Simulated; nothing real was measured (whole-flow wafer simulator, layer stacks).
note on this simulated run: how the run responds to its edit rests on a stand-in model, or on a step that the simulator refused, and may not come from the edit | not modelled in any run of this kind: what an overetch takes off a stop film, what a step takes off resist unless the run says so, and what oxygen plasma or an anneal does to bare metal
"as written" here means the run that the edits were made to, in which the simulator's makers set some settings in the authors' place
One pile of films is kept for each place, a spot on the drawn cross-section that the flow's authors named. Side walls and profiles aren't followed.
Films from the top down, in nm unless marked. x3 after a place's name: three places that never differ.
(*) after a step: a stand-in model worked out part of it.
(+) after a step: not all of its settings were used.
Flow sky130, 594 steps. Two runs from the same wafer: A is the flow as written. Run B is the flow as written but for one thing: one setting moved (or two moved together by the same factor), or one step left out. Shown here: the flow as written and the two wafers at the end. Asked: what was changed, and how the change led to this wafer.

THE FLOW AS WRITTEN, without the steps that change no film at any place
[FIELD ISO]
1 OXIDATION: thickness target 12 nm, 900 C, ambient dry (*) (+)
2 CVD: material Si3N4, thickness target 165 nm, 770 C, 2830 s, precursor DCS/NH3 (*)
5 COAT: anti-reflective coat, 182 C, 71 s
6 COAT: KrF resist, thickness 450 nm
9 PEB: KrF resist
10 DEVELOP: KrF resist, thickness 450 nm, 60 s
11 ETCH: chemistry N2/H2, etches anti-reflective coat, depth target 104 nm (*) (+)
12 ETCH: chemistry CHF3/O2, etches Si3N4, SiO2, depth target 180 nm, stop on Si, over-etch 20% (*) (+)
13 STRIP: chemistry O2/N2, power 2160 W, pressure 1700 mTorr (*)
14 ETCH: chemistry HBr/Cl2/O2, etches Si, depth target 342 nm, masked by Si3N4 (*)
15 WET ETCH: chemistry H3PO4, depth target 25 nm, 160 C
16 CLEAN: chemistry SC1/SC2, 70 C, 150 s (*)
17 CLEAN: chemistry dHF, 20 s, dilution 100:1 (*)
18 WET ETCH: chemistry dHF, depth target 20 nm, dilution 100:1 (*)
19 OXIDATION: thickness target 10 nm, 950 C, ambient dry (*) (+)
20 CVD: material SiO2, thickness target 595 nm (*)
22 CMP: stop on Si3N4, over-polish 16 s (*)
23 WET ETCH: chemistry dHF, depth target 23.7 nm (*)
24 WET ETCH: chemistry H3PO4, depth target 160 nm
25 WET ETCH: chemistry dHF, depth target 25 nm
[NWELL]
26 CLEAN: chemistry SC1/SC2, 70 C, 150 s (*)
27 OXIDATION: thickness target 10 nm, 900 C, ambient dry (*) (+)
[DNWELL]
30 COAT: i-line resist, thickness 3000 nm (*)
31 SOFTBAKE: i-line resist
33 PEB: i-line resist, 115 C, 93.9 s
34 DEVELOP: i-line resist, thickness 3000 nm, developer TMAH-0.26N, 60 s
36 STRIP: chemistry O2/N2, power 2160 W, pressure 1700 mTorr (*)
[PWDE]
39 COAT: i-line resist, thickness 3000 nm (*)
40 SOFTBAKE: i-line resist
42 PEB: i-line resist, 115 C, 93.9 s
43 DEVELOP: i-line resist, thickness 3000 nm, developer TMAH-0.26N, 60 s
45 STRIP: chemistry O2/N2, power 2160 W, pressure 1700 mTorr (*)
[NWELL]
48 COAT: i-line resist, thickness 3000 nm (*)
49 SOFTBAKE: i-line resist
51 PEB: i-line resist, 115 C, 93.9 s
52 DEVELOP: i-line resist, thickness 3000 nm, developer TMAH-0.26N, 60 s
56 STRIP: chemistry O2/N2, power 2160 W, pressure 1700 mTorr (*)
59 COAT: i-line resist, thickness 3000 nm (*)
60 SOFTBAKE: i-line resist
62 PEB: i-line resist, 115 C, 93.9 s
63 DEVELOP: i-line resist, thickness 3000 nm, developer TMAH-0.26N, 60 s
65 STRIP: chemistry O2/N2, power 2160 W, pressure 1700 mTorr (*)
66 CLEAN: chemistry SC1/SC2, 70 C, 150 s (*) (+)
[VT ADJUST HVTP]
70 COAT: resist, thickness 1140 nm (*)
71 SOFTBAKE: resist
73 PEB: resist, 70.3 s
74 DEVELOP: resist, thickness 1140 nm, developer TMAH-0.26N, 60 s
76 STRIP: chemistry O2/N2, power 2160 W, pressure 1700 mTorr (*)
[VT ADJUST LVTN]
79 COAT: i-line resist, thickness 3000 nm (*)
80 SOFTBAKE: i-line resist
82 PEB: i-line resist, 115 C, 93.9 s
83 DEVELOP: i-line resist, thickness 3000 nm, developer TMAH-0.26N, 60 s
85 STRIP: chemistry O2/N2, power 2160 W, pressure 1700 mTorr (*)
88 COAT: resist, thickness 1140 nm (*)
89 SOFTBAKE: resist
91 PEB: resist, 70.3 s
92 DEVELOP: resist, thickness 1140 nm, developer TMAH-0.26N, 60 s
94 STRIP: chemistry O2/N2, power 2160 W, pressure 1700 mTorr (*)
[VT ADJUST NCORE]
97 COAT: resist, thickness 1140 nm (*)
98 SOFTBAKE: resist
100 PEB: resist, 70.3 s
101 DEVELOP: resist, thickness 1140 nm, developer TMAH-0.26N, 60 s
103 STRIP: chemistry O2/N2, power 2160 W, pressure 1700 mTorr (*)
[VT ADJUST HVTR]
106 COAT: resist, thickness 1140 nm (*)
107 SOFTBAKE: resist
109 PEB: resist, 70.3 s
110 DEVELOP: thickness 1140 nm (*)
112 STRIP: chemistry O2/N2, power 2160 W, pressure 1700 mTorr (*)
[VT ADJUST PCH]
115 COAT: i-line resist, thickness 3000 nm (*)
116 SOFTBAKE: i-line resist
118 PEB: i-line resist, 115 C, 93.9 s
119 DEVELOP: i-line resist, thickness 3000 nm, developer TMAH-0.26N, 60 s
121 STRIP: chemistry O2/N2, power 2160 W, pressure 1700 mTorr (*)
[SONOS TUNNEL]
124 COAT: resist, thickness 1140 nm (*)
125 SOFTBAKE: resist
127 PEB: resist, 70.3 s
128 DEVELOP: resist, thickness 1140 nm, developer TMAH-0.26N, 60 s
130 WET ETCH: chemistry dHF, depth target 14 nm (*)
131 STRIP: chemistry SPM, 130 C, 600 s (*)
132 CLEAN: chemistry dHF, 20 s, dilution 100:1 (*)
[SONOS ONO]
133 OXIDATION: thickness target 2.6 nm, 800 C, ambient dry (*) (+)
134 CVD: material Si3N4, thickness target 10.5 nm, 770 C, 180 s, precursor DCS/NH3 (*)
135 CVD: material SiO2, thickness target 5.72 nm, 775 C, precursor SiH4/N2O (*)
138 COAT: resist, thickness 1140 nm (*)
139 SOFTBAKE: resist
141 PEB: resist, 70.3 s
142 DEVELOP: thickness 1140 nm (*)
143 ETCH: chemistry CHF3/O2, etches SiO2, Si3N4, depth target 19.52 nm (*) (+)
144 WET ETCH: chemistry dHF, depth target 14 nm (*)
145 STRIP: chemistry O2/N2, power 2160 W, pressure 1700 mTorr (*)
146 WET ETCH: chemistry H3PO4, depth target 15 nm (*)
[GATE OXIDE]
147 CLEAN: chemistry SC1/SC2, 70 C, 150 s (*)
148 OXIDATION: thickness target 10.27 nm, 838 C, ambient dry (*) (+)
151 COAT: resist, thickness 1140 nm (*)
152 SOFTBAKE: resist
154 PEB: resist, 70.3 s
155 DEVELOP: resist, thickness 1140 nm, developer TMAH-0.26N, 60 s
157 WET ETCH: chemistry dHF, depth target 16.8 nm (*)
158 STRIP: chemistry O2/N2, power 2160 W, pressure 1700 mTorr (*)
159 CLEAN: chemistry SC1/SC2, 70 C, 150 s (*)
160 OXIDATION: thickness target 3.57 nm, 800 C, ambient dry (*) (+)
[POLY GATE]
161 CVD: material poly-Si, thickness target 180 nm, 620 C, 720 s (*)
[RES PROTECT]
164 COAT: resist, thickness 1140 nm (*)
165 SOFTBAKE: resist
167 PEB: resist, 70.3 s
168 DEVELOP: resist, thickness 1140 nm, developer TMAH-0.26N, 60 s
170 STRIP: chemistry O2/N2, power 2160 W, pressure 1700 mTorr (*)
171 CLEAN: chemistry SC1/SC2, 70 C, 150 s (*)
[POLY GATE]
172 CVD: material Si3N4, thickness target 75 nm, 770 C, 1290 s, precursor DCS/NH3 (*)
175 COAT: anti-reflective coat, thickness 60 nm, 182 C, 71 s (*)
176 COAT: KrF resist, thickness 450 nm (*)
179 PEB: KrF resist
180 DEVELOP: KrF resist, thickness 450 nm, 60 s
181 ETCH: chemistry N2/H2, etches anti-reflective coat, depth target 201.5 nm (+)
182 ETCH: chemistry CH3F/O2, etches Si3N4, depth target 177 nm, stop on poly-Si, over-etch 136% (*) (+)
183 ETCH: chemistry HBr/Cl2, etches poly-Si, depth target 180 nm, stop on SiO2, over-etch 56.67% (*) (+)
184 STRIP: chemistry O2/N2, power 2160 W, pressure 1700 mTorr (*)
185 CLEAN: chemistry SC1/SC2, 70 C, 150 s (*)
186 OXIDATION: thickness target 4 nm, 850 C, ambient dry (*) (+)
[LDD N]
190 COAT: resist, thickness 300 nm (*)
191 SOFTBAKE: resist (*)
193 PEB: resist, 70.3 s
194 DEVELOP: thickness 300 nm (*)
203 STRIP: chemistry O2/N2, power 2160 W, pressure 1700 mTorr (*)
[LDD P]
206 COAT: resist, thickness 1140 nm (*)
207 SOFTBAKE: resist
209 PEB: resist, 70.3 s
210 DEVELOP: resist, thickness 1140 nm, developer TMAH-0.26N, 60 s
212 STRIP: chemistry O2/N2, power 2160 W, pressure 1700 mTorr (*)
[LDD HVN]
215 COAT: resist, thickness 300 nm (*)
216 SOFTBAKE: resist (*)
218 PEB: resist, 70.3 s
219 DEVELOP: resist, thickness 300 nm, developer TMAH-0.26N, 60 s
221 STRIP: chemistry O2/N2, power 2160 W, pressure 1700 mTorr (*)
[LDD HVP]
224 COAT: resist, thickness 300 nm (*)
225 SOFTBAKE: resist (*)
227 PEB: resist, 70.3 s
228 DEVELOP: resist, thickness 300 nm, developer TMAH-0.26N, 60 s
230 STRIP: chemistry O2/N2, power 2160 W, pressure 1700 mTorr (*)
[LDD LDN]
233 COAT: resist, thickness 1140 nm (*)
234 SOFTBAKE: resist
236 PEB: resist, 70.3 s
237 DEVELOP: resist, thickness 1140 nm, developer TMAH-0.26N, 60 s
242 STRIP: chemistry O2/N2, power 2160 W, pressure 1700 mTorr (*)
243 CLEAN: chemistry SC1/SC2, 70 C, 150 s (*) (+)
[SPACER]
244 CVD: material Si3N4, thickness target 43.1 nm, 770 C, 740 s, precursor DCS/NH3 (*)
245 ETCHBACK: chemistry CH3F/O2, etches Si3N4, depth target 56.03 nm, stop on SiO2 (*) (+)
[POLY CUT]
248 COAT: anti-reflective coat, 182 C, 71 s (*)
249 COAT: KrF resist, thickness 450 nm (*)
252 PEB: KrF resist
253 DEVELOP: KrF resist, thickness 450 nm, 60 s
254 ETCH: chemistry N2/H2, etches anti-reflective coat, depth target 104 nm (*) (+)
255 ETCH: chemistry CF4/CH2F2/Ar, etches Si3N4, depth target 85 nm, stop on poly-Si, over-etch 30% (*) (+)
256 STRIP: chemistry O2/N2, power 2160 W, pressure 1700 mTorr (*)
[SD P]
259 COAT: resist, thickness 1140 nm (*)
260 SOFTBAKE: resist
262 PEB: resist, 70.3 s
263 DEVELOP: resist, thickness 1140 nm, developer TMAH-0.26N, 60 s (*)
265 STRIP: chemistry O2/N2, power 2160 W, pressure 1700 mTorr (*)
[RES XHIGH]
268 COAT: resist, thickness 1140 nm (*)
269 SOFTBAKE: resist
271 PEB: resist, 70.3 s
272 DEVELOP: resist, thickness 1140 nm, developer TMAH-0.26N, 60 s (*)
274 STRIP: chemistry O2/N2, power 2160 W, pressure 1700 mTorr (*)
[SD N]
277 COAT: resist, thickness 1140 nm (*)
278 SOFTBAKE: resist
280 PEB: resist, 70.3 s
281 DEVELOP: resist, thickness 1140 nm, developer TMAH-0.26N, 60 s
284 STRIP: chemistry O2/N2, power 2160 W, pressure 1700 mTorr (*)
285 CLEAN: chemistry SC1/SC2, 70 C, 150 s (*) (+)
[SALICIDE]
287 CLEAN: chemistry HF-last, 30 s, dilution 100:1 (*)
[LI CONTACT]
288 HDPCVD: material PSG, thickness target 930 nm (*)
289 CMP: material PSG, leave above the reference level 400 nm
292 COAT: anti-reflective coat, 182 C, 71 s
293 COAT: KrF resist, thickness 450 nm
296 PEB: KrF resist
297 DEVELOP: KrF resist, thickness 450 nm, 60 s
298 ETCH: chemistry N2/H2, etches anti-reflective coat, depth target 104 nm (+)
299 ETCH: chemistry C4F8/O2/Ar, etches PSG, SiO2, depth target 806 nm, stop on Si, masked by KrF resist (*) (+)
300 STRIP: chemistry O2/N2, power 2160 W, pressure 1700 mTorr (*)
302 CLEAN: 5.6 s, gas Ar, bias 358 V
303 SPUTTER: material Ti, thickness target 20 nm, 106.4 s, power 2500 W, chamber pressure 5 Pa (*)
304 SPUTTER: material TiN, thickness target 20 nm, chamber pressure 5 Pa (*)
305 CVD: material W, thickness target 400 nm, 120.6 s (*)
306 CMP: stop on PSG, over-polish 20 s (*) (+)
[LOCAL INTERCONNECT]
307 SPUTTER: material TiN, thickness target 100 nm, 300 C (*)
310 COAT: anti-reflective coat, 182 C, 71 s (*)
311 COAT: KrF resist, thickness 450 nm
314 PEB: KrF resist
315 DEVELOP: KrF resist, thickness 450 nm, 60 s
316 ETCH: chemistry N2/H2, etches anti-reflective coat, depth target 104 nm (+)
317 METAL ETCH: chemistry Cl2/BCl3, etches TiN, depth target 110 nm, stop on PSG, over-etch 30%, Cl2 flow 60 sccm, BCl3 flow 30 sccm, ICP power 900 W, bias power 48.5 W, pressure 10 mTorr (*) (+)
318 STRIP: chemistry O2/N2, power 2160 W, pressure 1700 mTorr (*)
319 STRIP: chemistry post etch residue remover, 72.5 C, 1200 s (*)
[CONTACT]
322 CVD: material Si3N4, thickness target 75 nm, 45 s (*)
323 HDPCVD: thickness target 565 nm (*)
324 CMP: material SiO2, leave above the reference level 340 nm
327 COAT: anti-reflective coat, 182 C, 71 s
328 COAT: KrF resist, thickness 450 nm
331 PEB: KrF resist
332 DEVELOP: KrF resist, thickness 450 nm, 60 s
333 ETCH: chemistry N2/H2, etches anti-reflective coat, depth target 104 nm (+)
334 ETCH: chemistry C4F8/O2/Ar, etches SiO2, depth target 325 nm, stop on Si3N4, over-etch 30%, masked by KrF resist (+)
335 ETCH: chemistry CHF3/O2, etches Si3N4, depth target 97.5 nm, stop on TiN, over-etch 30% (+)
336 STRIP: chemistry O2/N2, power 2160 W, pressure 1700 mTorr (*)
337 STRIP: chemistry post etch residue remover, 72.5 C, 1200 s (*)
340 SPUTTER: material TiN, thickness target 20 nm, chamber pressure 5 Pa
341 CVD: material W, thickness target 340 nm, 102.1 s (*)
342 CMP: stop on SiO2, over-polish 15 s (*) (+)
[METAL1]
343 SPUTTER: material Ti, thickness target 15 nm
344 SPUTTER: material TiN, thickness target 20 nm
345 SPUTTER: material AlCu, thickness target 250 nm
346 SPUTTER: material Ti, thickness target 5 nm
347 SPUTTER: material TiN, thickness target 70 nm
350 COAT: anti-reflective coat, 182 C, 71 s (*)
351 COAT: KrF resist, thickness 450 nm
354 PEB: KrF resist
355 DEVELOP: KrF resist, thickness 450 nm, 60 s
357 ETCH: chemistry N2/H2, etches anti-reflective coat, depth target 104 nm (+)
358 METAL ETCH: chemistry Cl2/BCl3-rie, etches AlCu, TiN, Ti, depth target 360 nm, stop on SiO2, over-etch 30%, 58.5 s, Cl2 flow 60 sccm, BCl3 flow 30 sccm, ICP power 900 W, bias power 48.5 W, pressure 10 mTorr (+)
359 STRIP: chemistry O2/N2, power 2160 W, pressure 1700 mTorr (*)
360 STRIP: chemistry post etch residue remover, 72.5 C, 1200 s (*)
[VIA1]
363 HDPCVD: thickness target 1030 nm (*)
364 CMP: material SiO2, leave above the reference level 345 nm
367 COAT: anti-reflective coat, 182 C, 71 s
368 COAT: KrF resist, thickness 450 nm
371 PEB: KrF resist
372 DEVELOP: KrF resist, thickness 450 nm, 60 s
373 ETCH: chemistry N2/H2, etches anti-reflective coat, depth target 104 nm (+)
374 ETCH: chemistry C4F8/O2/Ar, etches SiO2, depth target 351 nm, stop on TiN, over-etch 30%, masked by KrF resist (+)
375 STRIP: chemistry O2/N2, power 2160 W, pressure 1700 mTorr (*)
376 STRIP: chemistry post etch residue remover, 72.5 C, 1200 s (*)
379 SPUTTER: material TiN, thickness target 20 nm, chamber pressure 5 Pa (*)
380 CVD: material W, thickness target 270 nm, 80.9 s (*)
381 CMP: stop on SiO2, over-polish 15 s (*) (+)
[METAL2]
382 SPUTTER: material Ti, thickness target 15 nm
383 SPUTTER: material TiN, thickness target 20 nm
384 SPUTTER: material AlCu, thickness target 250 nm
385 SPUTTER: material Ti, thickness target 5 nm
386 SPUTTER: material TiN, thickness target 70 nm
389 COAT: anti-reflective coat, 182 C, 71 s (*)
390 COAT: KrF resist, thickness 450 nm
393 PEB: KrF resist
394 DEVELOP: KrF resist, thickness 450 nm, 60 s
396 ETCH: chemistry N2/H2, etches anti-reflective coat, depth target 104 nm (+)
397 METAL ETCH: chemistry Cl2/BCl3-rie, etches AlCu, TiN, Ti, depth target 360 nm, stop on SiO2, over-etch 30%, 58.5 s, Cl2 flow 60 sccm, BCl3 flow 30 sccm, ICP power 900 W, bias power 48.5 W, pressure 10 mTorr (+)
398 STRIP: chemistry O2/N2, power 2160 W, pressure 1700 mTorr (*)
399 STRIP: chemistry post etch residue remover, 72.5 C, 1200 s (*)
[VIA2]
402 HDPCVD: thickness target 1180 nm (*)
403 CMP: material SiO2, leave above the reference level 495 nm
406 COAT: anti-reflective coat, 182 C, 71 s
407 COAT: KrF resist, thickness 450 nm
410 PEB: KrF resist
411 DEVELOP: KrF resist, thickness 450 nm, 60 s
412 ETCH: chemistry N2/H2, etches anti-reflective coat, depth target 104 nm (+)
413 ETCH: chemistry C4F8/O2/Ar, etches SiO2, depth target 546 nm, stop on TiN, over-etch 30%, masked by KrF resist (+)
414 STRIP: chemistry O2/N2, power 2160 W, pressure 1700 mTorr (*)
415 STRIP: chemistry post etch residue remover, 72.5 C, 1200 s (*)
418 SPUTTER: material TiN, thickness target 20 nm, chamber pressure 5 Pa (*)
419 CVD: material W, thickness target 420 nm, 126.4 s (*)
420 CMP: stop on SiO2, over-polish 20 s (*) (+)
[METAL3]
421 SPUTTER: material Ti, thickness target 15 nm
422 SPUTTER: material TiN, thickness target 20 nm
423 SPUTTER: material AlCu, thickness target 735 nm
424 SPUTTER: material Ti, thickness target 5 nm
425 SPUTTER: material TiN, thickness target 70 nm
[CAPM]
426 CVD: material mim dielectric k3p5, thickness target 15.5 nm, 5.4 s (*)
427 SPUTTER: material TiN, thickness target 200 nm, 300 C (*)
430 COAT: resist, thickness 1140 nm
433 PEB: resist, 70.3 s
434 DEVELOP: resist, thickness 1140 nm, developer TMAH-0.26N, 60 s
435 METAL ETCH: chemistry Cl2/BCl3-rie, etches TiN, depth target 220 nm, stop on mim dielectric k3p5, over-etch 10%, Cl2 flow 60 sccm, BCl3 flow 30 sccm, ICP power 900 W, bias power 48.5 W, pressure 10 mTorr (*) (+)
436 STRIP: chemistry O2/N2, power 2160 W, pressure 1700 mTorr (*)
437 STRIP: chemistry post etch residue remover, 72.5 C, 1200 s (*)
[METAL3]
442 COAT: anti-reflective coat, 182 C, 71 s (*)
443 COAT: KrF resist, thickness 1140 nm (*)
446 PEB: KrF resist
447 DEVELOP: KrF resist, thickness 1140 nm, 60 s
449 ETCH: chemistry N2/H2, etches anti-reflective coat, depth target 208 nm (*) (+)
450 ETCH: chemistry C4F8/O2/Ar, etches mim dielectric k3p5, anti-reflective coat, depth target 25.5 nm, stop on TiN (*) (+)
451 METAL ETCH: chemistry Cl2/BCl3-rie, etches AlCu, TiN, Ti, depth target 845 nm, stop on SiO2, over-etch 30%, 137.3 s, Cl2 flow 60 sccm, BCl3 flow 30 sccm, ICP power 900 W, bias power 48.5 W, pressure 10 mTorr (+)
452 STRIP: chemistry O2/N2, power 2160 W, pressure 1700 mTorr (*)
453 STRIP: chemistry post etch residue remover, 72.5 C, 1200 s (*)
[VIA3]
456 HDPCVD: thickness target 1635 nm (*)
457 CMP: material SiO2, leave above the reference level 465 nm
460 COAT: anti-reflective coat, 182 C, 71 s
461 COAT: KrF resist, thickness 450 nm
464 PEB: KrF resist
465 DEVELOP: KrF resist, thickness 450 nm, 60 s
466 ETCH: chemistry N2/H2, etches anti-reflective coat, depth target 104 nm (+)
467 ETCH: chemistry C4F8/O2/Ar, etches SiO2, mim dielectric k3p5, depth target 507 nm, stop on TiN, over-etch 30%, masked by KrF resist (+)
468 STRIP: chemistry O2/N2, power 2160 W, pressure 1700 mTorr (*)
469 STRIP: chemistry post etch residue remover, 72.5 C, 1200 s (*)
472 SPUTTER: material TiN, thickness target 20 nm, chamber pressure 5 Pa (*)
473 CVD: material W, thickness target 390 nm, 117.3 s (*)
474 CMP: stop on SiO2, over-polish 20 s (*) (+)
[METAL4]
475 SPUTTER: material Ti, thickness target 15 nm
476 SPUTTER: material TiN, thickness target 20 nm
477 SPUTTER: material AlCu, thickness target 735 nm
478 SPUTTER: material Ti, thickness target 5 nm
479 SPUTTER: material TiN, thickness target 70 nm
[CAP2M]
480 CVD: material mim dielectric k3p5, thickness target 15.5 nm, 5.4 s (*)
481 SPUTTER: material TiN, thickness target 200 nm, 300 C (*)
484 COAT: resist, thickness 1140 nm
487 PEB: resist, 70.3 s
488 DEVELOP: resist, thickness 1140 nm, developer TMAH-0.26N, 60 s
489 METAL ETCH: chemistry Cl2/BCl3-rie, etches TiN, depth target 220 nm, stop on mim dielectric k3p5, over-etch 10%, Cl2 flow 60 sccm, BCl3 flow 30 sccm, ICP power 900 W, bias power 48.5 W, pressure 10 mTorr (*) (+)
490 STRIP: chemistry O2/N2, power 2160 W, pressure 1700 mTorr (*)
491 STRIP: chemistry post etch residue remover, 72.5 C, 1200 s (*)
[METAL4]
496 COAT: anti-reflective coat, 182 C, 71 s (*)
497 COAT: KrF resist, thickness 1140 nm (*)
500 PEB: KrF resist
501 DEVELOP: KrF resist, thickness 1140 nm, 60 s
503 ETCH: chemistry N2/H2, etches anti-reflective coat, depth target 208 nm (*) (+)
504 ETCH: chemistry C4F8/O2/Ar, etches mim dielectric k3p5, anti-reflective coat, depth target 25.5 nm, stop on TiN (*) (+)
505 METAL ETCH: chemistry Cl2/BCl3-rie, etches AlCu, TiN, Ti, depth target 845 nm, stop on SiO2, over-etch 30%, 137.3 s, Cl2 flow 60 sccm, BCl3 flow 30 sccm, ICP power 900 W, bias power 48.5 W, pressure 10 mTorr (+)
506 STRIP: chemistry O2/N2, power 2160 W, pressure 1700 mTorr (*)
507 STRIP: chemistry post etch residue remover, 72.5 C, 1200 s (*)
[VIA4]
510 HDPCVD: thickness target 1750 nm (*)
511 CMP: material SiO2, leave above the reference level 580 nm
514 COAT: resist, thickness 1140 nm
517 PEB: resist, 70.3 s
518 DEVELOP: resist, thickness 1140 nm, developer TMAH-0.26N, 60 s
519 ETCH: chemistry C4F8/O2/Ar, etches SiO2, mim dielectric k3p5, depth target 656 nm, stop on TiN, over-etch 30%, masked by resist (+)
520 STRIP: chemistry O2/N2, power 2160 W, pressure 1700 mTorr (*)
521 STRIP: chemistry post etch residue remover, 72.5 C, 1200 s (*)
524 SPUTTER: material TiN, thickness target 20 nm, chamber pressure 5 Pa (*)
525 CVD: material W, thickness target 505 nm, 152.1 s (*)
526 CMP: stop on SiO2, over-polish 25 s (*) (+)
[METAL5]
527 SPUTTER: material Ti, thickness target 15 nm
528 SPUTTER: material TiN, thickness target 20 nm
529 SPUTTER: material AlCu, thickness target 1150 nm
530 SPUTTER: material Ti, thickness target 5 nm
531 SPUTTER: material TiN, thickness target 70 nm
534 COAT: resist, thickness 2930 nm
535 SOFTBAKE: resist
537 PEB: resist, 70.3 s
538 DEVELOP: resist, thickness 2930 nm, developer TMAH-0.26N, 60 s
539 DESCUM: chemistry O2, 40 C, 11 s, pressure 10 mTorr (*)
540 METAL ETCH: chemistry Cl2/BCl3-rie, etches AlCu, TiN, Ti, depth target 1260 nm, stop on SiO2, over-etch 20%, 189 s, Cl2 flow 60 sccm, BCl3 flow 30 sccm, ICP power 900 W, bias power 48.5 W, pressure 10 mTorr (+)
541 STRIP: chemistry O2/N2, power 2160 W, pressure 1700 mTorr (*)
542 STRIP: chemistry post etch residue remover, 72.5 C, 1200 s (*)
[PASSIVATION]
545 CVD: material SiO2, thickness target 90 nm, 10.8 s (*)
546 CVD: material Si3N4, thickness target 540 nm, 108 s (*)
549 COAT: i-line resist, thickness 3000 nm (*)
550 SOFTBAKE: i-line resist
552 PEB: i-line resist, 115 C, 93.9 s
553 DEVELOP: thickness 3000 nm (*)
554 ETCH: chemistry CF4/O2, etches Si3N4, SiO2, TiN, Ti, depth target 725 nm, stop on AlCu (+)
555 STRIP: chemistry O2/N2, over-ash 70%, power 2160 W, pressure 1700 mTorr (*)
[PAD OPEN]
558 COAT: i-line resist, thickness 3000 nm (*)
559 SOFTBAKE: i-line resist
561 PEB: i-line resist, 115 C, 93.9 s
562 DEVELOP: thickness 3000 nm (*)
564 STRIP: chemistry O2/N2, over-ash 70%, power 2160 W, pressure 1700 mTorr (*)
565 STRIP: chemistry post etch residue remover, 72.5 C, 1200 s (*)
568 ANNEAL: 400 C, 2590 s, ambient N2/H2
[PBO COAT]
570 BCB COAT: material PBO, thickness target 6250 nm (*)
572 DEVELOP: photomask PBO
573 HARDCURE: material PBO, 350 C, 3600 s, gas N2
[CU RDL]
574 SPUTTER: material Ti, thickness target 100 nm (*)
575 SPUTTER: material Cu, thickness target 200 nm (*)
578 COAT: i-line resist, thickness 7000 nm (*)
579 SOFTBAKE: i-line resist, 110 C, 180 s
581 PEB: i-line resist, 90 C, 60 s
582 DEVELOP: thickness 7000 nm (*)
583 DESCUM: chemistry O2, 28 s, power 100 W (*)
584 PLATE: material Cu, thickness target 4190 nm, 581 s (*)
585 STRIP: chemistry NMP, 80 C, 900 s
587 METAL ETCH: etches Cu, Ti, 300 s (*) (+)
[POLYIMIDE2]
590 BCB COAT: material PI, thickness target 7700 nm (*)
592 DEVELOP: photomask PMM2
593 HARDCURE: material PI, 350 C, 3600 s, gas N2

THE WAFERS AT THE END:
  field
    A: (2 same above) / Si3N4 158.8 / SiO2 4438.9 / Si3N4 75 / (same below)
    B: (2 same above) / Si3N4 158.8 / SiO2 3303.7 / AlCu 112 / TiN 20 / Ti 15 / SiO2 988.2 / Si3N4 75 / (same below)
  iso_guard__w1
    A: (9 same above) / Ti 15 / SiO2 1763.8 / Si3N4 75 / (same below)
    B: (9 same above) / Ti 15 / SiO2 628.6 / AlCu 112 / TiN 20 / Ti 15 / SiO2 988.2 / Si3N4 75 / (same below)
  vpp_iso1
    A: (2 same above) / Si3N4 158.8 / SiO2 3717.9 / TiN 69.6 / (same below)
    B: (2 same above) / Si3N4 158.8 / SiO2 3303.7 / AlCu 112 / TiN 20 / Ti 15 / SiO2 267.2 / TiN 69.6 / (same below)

The cause: step 397, METAL ETCH: depth target 158.4 nm was run, where the flow has depth target 360 nm; step 397, METAL ETCH: 25.7 s was run, where the flow has 58.5 s.

How the change led to this, step by step:
  397 METAL ETCH: chemistry Cl2/BCl3-rie, etches AlCu, TiN, Ti, depth target 360 nm, stop on SiO2, over-etch 30%, 58.5 s, Cl2 flow 60 sccm, BCl3 flow 30 sccm, ICP power 900 W, bias power 48.5 W, pressure 10 mTorr (+)
      field, active, gate and 82 more: A TiN -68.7 (all of it), Ti -5 (all of it), AlCu -250 (all of it), TiN -20 (all of it), Ti -15 (all of it), SiO2 -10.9 | B TiN -68.7 (all of it), Ti -5 (all of it), AlCu -132.3
      n_well, p_well, gate_hv and 103 more: A KrF resist -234 | B KrF resist -103
  398 STRIP: chemistry O2/N2, power 2160 W, pressure 1700 mTorr (*)
      gate_hv, mim, dice_street and 94 more: A KrF resist -143.8 (all of it), anti-reflective coat -80 (all of it) | B KrF resist -274.9 (all of it), anti-reflective coat -80 (all of it)
      n_well, p_well, sd_n, sd_p, pad, gate_p, vpp_tail: A KrF resist -143.8 (all of it), anti-reflective coat -80 (all of it) | B KrF resist -274.8 (all of it), anti-reflective coat -80 (all of it)
      (and at 2 more places)
  399 STRIP: chemistry post etch residue remover, 72.5 C, 1200 s (*)
      field, active, gate and 82 more: A nothing | B AlCu -5.72
  402 HDPCVD: thickness target 1180 nm (*)
      field, active, gate and 82 more: A SiO2 +1180 | B SiO2 +1180 (new film)
  403 CMP: material SiO2, leave above the reference level 495 nm
      field, active, gate and 82 more: A SiO2 -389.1 | B SiO2 -547
Counting metal films that touch as one body, field has 1 body; the flow as written gives 0 bodies.
Counting metal films that touch as one body, iso_guard__w1 has 2 bodies (between them, from the top down: SiO2 628.6); the flow as written gives 1 body.
Counting metal films that touch as one body, vpp_iso1 has 2 bodies (between them, from the top down: SiO2 267.2); the flow as written gives 1 body.
